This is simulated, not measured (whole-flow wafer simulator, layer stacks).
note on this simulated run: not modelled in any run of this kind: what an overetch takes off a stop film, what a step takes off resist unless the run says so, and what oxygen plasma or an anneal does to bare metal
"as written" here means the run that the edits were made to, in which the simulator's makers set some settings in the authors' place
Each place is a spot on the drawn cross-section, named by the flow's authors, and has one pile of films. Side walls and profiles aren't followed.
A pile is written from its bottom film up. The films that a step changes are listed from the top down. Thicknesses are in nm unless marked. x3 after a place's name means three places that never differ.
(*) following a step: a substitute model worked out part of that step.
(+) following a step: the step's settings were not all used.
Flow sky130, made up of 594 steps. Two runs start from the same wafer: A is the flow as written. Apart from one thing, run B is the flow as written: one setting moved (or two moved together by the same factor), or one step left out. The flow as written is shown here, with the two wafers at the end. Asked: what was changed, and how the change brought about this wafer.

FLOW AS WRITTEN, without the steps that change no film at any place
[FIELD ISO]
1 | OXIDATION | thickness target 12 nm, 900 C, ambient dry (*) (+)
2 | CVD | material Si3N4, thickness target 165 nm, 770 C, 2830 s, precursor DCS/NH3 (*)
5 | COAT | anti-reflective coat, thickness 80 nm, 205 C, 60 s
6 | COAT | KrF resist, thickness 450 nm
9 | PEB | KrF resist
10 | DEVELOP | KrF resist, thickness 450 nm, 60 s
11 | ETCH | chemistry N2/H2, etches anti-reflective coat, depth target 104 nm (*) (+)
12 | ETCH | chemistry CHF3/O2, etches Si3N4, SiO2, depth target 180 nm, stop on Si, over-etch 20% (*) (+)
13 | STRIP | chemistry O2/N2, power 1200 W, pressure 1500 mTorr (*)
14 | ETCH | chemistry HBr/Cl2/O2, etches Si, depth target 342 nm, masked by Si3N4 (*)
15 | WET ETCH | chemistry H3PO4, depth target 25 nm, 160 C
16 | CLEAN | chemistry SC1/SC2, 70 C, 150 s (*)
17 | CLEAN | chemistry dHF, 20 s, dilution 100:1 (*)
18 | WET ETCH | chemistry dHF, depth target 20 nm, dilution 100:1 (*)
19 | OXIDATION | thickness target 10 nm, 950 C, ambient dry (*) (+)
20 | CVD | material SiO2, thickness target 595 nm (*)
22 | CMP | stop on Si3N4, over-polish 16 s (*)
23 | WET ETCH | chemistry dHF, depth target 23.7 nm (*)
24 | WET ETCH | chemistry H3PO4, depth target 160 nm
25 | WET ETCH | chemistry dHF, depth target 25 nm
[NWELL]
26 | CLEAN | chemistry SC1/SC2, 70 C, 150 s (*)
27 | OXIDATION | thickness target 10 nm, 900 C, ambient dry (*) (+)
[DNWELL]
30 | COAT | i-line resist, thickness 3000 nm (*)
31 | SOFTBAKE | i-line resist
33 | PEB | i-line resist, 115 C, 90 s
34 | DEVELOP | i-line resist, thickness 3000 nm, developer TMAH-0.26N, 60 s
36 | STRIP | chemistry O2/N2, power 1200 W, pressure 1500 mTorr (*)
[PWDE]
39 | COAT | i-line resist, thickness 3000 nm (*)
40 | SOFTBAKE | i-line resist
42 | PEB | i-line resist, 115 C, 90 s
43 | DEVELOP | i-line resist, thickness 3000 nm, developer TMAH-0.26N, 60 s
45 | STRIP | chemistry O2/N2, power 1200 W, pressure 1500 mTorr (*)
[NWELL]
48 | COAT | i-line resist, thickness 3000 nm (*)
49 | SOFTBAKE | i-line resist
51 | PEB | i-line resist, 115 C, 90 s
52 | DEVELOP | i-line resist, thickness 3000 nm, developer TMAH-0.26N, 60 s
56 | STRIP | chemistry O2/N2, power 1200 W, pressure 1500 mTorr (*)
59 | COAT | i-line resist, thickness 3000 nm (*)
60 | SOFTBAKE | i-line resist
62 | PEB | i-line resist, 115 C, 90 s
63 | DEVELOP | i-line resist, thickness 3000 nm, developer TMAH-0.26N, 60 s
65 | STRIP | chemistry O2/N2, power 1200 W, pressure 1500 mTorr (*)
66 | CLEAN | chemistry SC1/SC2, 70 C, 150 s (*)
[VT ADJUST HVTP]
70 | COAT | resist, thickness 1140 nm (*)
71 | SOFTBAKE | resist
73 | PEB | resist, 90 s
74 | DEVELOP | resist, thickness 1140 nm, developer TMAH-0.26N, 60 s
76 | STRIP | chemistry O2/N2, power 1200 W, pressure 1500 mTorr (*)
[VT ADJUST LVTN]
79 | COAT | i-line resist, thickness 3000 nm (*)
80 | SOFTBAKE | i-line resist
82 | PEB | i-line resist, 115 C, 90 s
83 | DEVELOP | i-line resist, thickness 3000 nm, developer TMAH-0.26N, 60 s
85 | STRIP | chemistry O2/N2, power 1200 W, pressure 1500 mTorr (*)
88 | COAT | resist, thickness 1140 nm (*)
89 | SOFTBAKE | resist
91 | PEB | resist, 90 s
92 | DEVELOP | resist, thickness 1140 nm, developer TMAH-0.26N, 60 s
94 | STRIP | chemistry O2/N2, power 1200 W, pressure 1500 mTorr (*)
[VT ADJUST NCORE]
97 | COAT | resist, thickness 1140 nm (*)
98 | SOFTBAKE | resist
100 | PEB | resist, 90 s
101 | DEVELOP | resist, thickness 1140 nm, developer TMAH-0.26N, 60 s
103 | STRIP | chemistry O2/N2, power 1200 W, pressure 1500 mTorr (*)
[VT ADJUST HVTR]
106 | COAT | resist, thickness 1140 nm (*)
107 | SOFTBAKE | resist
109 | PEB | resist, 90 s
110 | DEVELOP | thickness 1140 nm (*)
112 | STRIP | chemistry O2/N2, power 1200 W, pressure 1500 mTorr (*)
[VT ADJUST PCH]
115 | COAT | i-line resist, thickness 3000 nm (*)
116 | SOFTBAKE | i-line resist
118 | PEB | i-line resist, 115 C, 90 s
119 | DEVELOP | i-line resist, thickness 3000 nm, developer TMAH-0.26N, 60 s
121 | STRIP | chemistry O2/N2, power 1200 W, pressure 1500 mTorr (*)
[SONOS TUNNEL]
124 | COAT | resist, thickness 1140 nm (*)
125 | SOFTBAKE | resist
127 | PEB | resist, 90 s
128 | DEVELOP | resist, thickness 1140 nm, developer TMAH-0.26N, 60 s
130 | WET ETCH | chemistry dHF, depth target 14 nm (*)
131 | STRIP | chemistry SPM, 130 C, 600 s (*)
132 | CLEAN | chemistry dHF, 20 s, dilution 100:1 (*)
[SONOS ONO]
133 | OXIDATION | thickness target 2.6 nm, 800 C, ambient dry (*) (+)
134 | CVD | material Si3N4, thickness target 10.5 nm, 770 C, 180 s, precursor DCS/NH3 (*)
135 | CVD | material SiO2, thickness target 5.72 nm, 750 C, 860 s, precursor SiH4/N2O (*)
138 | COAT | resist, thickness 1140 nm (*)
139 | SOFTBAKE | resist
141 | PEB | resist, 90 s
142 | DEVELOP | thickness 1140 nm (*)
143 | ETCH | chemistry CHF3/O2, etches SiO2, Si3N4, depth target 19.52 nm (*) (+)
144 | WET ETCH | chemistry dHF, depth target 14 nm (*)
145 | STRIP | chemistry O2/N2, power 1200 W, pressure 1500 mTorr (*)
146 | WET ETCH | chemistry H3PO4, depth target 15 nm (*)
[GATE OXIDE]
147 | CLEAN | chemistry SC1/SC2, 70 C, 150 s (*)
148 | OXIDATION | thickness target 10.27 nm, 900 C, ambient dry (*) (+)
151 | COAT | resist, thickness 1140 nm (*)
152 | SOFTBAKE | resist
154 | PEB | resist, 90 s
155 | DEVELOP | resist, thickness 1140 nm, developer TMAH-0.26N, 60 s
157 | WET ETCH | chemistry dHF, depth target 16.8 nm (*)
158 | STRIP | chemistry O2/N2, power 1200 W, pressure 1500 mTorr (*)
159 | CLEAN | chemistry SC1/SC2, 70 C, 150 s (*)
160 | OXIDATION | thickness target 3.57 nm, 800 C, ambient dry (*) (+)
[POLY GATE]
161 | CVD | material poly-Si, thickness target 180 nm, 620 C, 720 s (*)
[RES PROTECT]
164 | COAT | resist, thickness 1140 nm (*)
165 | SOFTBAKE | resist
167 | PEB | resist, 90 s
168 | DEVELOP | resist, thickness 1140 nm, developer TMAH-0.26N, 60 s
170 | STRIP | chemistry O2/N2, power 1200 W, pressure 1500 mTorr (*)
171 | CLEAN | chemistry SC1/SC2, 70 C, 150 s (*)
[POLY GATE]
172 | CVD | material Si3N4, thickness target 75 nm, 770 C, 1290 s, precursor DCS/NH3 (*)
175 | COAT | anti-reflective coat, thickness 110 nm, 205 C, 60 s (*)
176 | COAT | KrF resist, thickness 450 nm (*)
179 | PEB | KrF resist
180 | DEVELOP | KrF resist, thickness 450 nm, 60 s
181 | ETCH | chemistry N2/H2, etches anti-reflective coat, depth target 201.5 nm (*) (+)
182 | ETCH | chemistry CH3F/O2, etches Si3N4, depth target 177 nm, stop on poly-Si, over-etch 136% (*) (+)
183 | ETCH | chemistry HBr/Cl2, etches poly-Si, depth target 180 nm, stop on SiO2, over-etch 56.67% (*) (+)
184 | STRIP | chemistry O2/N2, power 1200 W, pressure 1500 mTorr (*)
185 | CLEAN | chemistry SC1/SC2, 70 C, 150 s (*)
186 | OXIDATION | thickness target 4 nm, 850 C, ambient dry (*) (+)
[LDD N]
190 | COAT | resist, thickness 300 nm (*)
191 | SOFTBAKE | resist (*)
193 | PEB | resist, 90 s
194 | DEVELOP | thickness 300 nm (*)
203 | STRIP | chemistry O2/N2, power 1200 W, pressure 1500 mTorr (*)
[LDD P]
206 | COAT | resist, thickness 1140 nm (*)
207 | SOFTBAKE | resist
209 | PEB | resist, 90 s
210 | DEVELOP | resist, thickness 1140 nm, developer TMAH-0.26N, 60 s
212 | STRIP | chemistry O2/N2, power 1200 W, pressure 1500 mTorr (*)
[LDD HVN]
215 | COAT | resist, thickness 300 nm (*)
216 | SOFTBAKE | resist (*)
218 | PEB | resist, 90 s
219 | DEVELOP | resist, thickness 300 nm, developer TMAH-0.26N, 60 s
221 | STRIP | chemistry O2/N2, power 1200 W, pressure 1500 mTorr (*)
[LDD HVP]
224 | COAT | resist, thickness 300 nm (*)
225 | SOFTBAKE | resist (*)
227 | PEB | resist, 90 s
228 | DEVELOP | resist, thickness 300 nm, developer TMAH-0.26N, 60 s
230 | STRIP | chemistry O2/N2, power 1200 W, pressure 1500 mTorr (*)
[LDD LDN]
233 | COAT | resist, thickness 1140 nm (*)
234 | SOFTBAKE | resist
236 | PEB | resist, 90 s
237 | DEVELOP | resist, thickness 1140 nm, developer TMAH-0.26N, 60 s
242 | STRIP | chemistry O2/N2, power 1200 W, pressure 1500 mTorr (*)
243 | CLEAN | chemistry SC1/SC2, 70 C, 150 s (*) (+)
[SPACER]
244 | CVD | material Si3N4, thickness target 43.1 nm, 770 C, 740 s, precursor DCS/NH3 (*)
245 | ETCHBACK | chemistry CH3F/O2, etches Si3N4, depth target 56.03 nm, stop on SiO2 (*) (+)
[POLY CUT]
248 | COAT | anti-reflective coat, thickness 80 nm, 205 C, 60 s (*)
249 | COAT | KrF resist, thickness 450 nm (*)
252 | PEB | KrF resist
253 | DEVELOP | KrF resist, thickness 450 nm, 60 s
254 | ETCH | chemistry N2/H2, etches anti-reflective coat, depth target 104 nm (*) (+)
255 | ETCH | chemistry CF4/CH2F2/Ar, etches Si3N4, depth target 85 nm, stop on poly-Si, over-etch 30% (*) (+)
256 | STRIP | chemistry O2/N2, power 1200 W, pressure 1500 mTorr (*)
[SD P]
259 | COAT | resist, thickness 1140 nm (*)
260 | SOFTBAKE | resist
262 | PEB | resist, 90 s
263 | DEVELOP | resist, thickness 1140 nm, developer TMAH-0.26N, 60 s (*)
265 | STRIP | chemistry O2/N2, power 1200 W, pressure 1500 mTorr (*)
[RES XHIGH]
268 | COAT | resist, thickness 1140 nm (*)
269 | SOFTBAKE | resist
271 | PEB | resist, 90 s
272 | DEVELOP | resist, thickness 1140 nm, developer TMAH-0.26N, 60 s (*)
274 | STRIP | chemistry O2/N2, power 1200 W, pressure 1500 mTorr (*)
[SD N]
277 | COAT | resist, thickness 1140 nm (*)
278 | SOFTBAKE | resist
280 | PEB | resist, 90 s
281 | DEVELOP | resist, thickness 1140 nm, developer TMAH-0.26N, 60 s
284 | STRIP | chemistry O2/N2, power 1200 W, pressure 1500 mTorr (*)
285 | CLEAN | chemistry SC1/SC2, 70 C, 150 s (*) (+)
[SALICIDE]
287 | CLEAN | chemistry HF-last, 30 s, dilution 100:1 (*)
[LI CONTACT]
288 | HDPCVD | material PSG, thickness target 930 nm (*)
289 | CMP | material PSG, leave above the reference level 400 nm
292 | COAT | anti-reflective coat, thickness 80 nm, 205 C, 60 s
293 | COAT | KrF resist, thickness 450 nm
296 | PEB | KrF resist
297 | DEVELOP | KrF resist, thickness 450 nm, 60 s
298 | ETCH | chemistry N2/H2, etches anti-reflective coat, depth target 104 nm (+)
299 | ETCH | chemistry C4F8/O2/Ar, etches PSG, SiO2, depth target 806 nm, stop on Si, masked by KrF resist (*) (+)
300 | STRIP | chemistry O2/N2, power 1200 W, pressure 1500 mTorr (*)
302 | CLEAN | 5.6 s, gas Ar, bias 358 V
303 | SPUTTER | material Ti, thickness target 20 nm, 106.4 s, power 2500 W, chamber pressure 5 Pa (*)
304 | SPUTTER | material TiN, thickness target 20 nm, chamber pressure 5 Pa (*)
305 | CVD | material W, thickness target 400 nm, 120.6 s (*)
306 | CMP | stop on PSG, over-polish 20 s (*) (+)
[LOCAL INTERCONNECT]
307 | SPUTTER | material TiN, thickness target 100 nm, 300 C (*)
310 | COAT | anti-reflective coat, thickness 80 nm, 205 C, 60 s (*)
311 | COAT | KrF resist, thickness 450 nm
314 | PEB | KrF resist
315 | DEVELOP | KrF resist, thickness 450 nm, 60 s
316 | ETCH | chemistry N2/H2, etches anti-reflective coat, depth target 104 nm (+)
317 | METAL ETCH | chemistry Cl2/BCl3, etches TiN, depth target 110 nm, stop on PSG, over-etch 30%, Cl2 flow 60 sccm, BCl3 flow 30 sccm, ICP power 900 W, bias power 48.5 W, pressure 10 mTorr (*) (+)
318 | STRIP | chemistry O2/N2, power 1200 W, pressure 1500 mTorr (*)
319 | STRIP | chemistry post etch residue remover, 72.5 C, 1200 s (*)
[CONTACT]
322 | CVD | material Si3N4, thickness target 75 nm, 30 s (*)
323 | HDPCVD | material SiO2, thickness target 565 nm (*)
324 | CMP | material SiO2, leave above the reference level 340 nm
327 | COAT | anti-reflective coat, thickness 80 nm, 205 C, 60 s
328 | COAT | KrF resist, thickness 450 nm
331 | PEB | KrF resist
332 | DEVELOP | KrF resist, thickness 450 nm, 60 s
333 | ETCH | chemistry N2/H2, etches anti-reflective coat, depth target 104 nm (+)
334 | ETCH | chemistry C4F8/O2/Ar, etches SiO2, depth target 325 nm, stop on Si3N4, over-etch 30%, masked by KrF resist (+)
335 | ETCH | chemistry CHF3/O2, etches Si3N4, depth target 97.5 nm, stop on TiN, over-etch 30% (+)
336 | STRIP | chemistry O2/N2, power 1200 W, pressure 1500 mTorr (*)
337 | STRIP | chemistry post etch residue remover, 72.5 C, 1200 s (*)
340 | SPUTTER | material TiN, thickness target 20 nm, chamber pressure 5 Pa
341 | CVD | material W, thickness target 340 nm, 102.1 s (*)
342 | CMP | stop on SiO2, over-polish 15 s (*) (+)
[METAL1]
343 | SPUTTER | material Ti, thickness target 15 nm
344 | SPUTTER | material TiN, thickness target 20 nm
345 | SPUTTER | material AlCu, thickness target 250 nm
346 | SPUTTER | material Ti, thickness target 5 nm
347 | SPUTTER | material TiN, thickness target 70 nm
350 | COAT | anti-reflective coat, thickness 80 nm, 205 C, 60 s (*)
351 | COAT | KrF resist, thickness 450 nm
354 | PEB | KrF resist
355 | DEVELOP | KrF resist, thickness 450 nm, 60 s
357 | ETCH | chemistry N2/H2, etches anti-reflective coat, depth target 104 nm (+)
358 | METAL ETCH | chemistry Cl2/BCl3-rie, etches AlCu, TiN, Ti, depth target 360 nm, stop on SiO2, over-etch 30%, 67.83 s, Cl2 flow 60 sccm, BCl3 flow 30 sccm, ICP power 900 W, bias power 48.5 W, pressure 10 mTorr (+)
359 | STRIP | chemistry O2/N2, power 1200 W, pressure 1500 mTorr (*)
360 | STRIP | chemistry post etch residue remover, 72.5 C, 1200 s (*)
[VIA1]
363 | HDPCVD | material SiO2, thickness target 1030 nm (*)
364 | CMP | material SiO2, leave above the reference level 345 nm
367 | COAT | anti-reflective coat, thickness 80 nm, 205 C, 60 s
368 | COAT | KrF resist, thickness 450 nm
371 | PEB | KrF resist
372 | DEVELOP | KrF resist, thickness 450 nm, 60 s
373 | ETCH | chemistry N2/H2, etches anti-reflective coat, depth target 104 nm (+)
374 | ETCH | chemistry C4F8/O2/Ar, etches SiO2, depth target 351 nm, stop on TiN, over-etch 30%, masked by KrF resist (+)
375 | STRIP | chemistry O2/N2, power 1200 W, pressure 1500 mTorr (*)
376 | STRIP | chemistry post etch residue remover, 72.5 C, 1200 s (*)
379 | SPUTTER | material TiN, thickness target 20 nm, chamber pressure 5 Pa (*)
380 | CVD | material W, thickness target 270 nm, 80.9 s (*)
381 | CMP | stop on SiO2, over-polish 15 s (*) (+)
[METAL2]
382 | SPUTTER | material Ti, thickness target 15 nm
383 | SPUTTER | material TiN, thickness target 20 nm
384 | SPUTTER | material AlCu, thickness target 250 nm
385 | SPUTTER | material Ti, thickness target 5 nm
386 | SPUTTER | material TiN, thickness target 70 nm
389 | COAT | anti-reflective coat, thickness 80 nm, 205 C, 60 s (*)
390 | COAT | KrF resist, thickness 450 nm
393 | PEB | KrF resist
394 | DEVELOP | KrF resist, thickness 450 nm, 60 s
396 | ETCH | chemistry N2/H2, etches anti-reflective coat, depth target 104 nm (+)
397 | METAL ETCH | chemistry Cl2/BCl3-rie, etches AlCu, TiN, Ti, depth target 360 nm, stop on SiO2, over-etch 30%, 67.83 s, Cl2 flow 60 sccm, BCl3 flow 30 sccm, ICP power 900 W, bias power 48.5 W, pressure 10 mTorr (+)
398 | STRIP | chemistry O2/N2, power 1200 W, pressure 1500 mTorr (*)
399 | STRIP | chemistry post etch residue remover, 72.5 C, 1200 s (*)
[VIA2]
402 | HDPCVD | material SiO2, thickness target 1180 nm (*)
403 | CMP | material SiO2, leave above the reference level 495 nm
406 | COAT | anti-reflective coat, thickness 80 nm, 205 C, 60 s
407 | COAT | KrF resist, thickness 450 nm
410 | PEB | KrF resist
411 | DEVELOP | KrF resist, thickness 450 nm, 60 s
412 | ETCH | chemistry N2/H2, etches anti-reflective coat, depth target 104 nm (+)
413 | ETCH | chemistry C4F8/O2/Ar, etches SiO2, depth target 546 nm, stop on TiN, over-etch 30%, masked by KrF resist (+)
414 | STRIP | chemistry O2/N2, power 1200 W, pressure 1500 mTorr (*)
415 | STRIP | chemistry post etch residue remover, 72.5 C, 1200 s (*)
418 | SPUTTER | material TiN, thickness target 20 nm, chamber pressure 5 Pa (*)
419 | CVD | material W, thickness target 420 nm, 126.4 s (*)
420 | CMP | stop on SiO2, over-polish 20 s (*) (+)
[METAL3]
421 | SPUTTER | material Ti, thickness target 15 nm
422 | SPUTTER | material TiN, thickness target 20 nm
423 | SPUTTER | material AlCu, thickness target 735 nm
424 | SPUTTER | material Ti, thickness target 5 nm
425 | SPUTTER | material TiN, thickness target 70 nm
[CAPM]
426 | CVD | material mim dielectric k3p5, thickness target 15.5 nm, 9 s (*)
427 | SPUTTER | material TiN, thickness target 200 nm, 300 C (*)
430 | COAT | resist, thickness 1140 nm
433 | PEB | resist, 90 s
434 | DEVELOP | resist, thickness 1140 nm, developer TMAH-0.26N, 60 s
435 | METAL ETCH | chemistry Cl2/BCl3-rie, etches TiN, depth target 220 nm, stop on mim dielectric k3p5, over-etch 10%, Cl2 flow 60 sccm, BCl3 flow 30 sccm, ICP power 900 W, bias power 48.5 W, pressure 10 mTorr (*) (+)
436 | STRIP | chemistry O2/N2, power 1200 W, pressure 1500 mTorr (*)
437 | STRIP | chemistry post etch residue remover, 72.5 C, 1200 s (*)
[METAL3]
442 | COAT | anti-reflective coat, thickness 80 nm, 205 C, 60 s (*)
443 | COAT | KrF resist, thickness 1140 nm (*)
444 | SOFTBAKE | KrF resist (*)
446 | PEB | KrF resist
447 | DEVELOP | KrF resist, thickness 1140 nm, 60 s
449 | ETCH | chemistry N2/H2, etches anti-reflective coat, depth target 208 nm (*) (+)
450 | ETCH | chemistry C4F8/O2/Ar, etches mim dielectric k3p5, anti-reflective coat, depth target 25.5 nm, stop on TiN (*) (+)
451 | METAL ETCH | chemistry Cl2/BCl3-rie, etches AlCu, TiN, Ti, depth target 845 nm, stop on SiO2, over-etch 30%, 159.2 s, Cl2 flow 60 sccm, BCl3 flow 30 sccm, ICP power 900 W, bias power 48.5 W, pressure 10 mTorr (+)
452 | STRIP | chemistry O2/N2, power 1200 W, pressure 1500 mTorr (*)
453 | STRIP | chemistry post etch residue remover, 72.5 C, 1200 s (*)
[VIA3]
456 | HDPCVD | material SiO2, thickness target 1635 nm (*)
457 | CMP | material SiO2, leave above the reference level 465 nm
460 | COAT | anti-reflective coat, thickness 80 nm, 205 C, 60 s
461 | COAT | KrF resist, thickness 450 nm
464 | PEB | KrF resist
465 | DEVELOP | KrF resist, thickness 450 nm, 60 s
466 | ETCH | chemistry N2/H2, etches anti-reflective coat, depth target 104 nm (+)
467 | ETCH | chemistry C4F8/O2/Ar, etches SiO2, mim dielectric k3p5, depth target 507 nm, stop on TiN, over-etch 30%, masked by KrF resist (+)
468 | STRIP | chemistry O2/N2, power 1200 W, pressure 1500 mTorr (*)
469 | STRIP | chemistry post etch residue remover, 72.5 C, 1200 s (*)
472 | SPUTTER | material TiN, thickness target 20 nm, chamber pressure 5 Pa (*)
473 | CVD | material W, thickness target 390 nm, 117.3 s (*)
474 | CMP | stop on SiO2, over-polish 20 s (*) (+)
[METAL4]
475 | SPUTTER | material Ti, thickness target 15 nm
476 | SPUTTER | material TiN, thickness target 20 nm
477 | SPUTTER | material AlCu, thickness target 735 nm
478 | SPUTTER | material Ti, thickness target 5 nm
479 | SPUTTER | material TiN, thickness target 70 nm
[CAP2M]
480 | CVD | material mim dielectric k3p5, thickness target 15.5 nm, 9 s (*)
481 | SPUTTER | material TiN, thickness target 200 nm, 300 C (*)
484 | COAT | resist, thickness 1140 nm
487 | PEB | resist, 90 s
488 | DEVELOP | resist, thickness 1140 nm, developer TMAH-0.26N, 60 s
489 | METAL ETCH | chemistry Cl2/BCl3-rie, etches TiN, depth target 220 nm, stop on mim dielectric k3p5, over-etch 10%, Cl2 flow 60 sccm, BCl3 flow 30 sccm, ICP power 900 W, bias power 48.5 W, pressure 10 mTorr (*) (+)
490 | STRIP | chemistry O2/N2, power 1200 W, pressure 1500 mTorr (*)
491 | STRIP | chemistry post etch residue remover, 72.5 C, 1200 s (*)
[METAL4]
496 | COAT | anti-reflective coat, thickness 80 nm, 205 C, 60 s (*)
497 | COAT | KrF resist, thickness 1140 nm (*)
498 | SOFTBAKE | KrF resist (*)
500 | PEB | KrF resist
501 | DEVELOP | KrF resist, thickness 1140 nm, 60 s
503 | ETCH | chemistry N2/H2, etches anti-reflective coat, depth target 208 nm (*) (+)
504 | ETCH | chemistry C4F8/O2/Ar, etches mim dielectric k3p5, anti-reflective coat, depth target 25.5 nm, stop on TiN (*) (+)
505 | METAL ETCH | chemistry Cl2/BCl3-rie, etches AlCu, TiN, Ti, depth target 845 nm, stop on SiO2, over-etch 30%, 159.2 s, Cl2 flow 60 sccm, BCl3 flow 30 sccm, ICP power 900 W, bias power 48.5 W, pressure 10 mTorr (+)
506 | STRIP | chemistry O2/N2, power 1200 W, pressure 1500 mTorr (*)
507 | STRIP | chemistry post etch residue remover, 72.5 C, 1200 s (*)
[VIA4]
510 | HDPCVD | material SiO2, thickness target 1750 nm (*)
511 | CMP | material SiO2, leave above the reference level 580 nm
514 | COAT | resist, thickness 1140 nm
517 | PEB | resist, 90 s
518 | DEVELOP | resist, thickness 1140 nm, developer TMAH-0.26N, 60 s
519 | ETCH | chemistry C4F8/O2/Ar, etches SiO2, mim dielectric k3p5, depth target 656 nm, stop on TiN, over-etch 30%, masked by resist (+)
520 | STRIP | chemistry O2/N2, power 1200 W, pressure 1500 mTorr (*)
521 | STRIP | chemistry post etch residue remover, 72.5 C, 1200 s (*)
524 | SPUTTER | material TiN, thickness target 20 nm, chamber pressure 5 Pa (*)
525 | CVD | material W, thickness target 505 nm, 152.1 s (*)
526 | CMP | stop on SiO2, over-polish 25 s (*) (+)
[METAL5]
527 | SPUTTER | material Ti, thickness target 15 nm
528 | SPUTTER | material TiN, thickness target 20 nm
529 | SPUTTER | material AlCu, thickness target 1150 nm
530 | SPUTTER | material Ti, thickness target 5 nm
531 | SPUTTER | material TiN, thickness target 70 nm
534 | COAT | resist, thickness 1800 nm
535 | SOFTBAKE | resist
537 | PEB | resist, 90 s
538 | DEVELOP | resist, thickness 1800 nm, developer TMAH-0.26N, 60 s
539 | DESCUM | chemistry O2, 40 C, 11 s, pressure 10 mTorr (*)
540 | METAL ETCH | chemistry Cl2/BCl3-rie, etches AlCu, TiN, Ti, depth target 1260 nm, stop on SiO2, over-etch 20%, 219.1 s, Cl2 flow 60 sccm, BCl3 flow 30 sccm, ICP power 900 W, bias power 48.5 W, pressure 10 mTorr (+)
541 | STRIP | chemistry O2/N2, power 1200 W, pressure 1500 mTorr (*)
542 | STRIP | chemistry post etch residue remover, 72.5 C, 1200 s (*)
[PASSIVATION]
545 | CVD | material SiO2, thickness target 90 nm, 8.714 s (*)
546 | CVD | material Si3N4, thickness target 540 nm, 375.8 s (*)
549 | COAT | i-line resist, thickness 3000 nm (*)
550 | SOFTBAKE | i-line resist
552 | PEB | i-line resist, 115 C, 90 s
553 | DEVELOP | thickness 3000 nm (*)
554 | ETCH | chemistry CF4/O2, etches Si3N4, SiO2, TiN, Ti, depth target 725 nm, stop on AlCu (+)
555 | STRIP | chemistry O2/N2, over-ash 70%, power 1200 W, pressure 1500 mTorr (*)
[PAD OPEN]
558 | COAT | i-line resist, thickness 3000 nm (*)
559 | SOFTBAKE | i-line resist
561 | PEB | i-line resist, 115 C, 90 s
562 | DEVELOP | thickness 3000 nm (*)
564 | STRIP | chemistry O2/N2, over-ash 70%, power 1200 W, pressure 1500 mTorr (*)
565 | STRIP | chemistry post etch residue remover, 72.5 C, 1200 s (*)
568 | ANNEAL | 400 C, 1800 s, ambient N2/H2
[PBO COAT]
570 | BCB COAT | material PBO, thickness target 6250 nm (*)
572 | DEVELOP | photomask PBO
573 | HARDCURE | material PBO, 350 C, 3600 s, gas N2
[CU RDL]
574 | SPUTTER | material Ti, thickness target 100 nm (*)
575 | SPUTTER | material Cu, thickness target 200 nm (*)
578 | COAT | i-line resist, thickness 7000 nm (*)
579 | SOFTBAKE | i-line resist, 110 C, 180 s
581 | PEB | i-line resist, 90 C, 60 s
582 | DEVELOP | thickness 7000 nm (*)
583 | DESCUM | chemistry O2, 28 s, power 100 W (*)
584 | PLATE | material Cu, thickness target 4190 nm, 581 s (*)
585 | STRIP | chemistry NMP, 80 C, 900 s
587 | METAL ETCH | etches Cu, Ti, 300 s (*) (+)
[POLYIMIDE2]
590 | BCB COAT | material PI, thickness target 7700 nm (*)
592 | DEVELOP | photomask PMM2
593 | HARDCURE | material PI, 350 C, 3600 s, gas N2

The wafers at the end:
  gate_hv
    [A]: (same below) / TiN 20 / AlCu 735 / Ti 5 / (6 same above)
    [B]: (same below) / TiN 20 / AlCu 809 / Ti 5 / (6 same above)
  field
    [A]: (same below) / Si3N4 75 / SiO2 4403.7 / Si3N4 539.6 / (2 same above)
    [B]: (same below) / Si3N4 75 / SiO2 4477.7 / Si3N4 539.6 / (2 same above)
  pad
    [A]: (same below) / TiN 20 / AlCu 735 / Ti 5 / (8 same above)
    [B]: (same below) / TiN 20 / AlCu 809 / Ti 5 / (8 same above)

The reason: step 477, SPUTTER: thickness target 809 nm was run, whereas the flow has thickness target 735 nm.
The wafer lets one read it off: gate_hv has AlCu 809, and step 477 as written asks for 735 nm.

Step by step, how the change led to this:
  477 | SPUTTER | material AlCu, thickness target 735 nm
      field, active, n_well and 189 more: A AlCu gains 735 (new film) | B AlCu gains 809 (new film)
  505 | METAL ETCH | chemistry Cl2/BCl3-rie, etches AlCu, TiN, Ti, depth target 845 nm, stop on SiO2, over-etch 30%, 159.2 s, Cl2 flow 60 sccm, BCl3 flow 30 sccm, ICP power 900 W, bias power 48.5 W, pressure 10 mTorr (+)
      field, active, gate and 63 more: A TiN loses 70 (all of it), Ti loses 5 (all of it), AlCu loses 735 (all of it), TiN loses 20 (all of it), Ti loses 15 (all of it), SiO2 loses 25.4 | B TiN loses 70 (all of it), Ti loses 5 (all of it), AlCu loses 809 (all of it), TiN loses 20 (all of it), Ti loses 15 (all of it), SiO2 loses 17.9
      vpp_iso1, m1_ln, poly_licon and 8 more: A TiN loses 70 (all of it), Ti loses 5 (all of it), AlCu loses 735 (all of it), TiN loses 20 (all of it), Ti loses 15 (all of it), SiO2 loses 25.3 | B TiN loses 70 (all of it), Ti loses 5 (all of it), AlCu loses 809 (all of it), TiN loses 20 (all of it), Ti loses 15 (all of it), SiO2 loses 17.9
      (as well as at 11 more places)
  511 | CMP | material SiO2, leave above the reference level 580 nm
      field, active, gate and 66 more: A SiO2 loses 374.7 | B SiO2 loses 308.1
      vpp_ln, vpp_iso2, mim_edge_plate and 7 more: A SiO2 loses 374.7 | B SiO2 loses 308
      (as well as at 9 more places)
